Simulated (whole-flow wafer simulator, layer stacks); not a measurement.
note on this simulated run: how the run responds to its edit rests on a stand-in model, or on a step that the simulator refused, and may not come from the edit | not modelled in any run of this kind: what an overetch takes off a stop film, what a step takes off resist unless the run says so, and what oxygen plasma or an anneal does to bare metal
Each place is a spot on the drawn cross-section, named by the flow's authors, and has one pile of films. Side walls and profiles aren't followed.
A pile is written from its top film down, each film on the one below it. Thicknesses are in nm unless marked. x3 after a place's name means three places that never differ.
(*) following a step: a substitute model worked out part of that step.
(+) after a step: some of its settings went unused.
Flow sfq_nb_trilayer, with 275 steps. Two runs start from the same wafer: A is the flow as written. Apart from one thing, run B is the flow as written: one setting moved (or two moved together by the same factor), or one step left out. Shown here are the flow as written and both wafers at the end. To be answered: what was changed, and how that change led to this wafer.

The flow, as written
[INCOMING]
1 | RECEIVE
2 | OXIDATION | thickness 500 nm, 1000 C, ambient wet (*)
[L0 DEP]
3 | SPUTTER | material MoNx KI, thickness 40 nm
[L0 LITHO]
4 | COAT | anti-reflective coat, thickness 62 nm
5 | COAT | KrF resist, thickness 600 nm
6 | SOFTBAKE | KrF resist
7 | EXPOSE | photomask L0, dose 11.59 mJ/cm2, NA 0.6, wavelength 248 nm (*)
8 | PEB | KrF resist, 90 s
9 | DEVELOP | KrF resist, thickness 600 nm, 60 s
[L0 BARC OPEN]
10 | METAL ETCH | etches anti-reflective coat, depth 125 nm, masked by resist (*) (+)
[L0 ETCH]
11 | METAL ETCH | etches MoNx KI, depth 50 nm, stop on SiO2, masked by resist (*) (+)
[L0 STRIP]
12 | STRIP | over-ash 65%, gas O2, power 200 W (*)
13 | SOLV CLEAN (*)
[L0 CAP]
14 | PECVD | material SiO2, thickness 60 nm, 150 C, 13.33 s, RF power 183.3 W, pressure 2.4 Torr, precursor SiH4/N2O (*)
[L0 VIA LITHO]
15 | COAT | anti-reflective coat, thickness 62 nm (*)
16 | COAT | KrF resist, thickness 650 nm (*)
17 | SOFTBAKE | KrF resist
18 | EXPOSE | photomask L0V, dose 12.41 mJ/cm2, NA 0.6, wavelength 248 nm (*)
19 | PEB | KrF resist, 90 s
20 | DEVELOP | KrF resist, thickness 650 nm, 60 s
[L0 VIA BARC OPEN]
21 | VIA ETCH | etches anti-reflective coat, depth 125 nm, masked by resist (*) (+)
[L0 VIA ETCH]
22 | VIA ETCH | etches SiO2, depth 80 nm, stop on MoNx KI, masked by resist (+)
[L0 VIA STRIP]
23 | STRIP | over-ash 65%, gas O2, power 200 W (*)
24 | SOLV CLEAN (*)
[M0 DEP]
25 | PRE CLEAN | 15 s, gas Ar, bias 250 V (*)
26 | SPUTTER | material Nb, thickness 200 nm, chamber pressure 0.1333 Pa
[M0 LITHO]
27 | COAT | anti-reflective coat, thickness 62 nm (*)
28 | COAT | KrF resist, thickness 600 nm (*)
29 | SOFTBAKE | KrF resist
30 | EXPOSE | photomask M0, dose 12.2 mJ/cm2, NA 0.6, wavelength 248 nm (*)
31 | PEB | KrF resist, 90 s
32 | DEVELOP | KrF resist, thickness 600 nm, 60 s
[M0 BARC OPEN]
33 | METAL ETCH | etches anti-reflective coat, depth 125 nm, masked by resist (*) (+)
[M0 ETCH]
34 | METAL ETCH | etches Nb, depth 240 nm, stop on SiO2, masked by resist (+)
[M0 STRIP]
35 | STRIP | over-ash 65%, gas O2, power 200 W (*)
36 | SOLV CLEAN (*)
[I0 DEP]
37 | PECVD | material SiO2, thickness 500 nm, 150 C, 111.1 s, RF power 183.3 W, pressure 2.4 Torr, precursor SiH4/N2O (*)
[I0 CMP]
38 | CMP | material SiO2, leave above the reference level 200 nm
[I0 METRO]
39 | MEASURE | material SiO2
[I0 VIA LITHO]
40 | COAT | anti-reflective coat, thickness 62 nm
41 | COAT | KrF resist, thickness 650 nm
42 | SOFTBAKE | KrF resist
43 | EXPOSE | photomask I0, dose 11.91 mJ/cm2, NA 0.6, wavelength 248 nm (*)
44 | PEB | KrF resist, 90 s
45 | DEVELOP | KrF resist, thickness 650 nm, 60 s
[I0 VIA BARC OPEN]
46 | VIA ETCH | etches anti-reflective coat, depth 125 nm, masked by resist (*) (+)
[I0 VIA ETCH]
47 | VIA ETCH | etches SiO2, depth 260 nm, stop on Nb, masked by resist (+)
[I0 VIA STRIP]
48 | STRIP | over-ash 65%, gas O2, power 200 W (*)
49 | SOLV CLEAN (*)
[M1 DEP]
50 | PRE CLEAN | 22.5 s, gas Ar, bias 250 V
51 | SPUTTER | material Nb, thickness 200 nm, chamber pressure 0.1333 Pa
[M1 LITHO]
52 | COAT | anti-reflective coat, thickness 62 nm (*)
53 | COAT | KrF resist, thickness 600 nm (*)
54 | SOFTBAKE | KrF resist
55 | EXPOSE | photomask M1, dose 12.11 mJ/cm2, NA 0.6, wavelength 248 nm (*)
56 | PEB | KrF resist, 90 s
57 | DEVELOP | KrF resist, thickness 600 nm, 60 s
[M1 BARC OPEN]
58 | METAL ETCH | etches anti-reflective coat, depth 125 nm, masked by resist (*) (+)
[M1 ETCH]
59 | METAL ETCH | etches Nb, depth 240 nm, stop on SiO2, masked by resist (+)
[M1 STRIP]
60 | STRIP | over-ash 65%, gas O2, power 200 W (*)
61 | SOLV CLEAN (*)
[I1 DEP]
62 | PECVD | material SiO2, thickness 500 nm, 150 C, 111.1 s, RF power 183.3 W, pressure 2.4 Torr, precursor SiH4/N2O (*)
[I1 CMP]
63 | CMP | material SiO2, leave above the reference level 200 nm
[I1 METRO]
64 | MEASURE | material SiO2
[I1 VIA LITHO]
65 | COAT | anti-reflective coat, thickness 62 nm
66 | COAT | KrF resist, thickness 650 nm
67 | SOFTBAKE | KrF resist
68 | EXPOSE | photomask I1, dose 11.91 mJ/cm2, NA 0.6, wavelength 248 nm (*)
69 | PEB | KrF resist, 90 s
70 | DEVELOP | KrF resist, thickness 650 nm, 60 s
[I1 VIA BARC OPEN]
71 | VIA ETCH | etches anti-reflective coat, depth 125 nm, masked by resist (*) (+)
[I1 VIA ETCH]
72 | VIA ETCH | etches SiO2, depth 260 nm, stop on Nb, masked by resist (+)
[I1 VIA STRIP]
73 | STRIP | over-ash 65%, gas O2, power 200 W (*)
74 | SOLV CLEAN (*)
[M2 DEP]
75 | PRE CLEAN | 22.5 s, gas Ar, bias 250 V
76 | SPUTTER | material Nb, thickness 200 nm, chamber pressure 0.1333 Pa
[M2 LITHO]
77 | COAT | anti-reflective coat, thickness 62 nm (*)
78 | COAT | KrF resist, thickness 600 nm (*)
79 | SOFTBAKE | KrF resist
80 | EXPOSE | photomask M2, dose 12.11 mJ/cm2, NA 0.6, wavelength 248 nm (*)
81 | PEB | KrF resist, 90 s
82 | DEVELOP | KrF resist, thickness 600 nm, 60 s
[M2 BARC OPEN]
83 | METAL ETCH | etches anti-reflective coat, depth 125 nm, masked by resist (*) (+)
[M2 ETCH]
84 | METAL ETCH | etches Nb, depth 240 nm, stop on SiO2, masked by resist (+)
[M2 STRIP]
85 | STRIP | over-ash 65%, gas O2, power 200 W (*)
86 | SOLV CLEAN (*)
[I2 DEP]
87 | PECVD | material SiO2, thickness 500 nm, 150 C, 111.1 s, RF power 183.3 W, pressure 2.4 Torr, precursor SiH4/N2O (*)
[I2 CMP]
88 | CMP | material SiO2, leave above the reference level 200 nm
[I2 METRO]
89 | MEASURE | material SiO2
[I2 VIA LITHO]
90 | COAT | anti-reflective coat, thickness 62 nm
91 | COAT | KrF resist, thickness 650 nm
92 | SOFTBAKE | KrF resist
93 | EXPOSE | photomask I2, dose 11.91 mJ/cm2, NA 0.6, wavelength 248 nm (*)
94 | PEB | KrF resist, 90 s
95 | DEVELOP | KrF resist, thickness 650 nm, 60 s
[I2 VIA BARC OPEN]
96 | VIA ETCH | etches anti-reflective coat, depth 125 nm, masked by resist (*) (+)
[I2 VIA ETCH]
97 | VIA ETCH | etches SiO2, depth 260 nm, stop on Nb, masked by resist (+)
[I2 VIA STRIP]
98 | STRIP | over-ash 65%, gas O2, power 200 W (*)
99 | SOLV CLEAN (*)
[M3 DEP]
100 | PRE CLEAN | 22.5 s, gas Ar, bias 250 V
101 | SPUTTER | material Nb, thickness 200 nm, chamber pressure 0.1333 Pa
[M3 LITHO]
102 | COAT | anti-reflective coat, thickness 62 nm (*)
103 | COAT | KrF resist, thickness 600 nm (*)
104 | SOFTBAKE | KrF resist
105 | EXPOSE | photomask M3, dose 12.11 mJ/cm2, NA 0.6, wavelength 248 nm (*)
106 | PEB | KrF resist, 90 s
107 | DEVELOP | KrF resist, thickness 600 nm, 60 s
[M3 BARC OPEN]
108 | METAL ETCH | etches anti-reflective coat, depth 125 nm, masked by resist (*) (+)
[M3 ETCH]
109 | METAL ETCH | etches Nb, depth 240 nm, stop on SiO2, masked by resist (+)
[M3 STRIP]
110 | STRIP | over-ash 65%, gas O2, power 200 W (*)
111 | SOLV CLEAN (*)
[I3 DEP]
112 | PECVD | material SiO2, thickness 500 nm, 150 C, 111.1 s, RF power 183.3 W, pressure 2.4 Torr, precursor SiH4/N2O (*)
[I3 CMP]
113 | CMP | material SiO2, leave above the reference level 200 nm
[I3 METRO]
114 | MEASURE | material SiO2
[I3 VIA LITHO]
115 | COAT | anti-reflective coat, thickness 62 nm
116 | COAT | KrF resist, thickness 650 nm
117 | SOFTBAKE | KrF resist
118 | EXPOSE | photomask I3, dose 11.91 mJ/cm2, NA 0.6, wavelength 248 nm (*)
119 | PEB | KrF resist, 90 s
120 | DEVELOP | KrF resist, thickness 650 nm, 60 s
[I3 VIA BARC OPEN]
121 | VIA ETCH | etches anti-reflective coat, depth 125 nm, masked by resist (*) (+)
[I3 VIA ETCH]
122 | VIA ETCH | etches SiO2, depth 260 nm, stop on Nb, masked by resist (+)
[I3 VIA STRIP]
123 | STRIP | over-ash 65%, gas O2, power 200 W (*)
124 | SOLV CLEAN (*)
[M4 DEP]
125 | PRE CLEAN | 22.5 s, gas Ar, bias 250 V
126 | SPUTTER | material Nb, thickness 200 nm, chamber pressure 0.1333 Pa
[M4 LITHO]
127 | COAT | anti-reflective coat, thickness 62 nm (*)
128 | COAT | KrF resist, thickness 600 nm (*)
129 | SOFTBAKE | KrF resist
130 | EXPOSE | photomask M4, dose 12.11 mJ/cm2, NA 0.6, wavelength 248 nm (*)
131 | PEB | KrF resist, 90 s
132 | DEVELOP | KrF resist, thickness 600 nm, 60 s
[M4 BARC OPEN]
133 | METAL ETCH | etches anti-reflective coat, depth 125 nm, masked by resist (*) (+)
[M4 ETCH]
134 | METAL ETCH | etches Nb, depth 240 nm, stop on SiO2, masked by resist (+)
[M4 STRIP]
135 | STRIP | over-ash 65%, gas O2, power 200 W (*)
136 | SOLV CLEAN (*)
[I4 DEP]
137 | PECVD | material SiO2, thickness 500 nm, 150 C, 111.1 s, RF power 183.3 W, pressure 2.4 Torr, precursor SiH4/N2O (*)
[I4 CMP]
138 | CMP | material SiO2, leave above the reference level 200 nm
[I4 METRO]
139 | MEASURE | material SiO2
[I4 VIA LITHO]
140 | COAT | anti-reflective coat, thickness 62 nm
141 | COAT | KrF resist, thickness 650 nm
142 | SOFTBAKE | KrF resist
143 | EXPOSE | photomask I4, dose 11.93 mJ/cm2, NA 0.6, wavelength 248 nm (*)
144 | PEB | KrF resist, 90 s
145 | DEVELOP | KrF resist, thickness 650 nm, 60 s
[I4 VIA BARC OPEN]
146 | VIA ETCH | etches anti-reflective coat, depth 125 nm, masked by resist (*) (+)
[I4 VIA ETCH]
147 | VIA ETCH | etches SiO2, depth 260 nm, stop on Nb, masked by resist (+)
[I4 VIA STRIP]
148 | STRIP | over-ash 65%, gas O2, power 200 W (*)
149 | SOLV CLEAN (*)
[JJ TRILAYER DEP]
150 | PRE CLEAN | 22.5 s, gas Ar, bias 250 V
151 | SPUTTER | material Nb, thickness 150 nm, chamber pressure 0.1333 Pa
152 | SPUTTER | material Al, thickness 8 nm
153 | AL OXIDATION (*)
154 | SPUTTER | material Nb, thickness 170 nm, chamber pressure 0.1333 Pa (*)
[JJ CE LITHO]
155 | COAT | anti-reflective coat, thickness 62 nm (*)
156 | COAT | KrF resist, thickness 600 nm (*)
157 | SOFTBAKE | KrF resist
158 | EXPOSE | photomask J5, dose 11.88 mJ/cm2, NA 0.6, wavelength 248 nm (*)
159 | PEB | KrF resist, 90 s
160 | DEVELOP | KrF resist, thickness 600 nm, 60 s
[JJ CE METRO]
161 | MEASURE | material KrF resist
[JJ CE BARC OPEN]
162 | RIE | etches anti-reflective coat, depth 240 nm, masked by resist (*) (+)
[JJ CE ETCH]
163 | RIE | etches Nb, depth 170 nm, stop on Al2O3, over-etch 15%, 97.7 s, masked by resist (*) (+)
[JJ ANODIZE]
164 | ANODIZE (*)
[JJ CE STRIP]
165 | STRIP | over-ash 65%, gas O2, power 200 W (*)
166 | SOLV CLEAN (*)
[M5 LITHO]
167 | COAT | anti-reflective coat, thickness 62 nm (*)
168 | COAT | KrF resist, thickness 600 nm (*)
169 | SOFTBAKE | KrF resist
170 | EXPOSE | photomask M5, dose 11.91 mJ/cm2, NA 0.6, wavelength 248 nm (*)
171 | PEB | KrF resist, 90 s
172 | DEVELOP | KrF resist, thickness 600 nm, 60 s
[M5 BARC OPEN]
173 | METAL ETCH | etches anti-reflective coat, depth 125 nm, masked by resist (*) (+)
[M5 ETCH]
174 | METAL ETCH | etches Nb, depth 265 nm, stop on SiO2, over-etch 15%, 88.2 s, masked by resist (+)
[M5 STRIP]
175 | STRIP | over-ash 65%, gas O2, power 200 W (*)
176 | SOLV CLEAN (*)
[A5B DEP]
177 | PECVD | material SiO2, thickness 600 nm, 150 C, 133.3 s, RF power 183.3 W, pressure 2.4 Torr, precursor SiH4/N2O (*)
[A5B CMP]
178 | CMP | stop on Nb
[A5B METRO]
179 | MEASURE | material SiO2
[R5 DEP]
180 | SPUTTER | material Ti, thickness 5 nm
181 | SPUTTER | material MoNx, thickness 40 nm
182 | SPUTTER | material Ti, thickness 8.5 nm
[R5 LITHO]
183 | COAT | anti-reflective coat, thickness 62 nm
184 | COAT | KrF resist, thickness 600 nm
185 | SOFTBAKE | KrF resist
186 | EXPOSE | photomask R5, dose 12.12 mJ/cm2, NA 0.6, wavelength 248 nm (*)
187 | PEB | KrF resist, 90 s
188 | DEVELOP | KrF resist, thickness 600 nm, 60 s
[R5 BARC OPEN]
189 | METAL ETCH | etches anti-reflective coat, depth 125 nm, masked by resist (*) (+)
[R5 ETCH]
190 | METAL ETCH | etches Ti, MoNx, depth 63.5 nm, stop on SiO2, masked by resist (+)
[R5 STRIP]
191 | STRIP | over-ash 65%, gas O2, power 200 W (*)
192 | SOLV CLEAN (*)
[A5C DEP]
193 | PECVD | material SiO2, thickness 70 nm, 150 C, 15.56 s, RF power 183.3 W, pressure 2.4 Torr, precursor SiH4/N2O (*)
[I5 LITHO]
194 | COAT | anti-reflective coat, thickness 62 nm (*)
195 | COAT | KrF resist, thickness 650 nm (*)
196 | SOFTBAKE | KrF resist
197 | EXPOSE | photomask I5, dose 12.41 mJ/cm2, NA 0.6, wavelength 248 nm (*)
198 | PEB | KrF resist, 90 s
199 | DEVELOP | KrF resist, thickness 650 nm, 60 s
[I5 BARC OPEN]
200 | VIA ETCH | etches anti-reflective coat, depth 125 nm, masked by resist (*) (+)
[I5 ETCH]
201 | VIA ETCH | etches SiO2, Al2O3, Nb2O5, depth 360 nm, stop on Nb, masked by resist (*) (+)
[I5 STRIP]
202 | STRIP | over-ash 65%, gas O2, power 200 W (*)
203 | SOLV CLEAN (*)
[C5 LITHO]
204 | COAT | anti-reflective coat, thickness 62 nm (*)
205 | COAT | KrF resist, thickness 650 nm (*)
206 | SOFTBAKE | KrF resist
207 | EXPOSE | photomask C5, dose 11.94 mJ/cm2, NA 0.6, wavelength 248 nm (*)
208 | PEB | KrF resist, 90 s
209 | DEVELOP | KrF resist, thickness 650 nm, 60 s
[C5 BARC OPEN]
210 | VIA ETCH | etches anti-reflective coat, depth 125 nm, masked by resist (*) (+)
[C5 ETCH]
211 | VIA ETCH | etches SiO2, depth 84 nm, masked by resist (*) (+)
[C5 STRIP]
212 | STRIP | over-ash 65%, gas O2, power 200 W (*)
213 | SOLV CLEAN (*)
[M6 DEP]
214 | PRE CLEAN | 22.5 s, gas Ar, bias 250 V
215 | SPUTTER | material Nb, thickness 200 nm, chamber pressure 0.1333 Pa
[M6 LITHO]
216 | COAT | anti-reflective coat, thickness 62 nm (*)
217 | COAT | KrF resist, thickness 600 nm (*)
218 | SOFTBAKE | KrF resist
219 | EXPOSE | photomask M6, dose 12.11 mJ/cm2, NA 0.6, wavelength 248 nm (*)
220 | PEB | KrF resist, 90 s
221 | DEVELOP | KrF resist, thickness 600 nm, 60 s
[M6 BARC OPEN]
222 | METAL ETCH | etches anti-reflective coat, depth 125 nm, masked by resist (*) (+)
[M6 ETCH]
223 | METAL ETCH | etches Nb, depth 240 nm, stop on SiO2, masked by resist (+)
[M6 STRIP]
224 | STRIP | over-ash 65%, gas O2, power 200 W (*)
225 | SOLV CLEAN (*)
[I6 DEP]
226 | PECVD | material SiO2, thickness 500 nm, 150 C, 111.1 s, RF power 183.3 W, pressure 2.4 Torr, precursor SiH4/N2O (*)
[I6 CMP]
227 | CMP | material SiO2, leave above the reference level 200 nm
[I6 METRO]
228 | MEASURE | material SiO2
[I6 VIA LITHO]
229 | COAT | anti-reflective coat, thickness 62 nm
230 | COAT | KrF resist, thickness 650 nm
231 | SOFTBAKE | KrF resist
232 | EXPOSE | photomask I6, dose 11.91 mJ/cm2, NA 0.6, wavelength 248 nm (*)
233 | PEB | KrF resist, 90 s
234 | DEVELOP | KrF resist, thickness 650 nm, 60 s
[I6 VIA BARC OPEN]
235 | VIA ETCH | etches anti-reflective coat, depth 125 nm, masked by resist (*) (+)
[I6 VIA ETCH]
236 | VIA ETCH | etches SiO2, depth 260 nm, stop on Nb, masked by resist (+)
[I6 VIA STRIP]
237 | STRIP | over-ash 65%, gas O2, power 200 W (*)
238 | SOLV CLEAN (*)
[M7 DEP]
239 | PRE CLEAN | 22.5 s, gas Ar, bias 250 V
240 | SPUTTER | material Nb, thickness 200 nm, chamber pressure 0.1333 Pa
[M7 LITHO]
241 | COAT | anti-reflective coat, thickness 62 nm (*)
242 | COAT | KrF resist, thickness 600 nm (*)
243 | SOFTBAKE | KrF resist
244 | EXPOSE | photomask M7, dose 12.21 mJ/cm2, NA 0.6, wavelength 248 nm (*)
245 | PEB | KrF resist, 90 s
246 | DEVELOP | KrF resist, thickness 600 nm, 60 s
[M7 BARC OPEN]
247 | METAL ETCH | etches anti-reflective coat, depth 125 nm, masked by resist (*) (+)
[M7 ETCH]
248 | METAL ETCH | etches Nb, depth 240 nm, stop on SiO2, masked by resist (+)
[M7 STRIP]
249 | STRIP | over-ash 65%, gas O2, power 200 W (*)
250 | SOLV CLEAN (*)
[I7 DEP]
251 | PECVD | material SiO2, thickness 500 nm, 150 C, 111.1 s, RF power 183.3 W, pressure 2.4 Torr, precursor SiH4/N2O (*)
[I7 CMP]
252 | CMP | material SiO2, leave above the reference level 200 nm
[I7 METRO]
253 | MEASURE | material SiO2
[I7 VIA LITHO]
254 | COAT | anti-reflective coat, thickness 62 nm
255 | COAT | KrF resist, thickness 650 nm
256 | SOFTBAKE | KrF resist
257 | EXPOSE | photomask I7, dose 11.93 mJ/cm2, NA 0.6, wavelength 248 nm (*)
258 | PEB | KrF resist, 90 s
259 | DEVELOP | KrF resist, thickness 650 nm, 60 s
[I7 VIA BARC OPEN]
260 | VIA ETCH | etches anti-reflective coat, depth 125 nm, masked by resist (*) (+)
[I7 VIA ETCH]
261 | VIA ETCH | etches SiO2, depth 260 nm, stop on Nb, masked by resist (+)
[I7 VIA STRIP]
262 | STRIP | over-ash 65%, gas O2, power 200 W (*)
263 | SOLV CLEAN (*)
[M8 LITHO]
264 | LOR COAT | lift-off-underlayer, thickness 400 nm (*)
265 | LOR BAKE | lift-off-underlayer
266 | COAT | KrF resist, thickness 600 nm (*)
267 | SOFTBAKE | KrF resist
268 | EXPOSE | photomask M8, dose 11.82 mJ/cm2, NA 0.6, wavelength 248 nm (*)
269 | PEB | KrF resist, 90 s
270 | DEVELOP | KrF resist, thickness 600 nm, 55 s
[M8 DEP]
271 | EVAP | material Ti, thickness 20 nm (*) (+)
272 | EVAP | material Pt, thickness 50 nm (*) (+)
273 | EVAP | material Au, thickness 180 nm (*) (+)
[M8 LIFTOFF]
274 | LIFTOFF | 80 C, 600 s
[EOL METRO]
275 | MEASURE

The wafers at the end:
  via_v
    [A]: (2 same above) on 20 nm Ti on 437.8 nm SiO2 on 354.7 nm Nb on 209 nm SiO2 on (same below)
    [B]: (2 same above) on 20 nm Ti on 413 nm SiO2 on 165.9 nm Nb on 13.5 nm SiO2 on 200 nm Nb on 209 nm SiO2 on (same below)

The reason: step 236, VIA ETCH: depth 178.8 nm was run, though the flow has depth 260 nm.

Step by step, how the change led to this:
  236 | VIA ETCH | etches SiO2, depth 260 nm, stop on Nb, masked by resist (+)
      via_v: A -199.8 SiO2 (all of it) | B -178.8 SiO2
      field_l, v_sur, via_wl and 102 more: A -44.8 KrF resist | B -30.8 KrF resist
  237 | STRIP | over-ash 65%, gas O2, power 200 W (*)
      field_l, v_sur, via_wl and 102 more: A -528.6 KrF resist (all of it), -62 anti-reflective coat (all of it) | B -542.6 KrF resist (all of it), -62 anti-reflective coat (all of it)
  239 | PRE CLEAN | 22.5 s, gas Ar, bias 250 V
      via_v: A -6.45 Nb | B -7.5 SiO2
  240 | SPUTTER | material Nb, thickness 200 nm, chamber pressure 0.1333 Pa
      via_v: A +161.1 Nb | B +165.9 Nb (new film)
  241 | COAT | anti-reflective coat, thickness 62 nm (*)
      via_v: A +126 anti-reflective coat (new film) | B +114.7 anti-reflective coat (new film)
      wire: A +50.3 anti-reflective coat (new film) | B +48.7 anti-reflective coat (new film)
  249 | STRIP | over-ash 65%, gas O2, power 200 W (*)
      via_v: A -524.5 KrF resist (all of it), -126 anti-reflective coat (all of it) | B -512.7 KrF resist (all of it), -114.7 anti-reflective coat (all of it)
      wire: A -374.1 KrF resist (all of it), -50.3 anti-reflective coat (all of it) | B -376.4 KrF resist (all of it), -48.7 anti-reflective coat (all of it)
  251 | PECVD | material SiO2, thickness 500 nm, 150 C, 111.1 s, RF power 183.3 W, pressure 2.4 Torr, precursor SiH4/N2O (*)
      via_v: A +621 SiO2 (new film) | B +570.1 SiO2 (new film)
  252 | CMP | material SiO2, leave above the reference level 200 nm
      via_v: A -183.1 SiO2 | B -157.1 SiO2
Taking metal films that touch as one body, via_v has 7 bodies (between them, from the top down: SiO2 413; SiO2 13.5; SiO2 209 / Al2O3 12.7 / Nb2O5 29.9; SiO2 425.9; SiO2 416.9; SiO2 192.5); the flow as written gives 6 bodies (between them, from the top down: SiO2 437.8; SiO2 209 / Al2O3 12.7 / Nb2O5 29.9; SiO2 425.9; SiO2 416.9; SiO2 192.5).
